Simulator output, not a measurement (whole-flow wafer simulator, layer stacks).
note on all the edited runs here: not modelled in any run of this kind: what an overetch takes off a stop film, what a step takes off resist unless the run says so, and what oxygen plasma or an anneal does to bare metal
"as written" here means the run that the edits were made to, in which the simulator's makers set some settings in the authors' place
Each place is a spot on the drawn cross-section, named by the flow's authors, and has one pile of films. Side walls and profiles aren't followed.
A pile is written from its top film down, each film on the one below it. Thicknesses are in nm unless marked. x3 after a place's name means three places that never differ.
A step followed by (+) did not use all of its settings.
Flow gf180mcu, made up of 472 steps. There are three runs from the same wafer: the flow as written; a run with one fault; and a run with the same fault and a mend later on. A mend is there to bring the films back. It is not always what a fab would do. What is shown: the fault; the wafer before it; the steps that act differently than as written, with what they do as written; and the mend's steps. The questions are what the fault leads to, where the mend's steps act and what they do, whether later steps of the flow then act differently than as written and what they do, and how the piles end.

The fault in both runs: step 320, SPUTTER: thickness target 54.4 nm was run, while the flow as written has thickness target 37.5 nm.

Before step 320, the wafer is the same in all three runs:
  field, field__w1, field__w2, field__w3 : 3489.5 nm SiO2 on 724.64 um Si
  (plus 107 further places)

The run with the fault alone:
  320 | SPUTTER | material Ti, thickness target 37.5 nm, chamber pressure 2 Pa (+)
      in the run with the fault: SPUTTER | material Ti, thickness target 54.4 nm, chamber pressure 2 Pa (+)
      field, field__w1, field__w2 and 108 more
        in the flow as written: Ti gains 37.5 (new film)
        in the run with the fault: Ti gains 54.4 (new film)
  Steps later in the flow that act otherwise than as written:
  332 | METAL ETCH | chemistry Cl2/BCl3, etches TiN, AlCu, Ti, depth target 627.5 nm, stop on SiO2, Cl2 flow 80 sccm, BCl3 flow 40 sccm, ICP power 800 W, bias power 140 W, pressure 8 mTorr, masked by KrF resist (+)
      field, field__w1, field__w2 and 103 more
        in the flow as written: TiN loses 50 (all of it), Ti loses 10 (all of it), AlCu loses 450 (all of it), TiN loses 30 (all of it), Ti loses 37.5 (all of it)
        in the run with the fault: TiN loses 50 (all of it), Ti loses 10 (all of it), AlCu loses 450 (all of it), TiN loses 30 (all of it), Ti loses 54.4 (all of it)
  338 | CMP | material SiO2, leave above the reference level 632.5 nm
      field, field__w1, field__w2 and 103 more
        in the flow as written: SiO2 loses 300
        in the run with the fault: SiO2 loses 283.1
  The piles end different from the flow's at field__w8, contact, m1, m1__w1, m1_nw by more than 2% or 0.5 nm, whichever is larger.
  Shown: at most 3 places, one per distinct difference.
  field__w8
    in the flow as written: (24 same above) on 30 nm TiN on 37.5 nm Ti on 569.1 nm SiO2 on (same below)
    in the run with the fault: (24 same above) on 30 nm TiN on 54.4 nm Ti on 569.1 nm SiO2 on (same below)
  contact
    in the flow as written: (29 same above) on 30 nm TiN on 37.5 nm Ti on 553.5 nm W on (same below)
    in the run with the fault: (29 same above) on 30 nm TiN on 54.4 nm Ti on 553.5 nm W on (same below)

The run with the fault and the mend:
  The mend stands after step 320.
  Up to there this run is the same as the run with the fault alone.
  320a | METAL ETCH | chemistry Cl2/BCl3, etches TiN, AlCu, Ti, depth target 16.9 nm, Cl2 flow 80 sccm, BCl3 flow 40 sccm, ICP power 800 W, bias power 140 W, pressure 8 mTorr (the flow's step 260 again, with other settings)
      field, field__w1, field__w2 and 108 more
        Ti loses 16.9
  Every later step of the flow that is run acts as written at every place that is followed.
  The piles end the same as the flow's at every place that both follow.
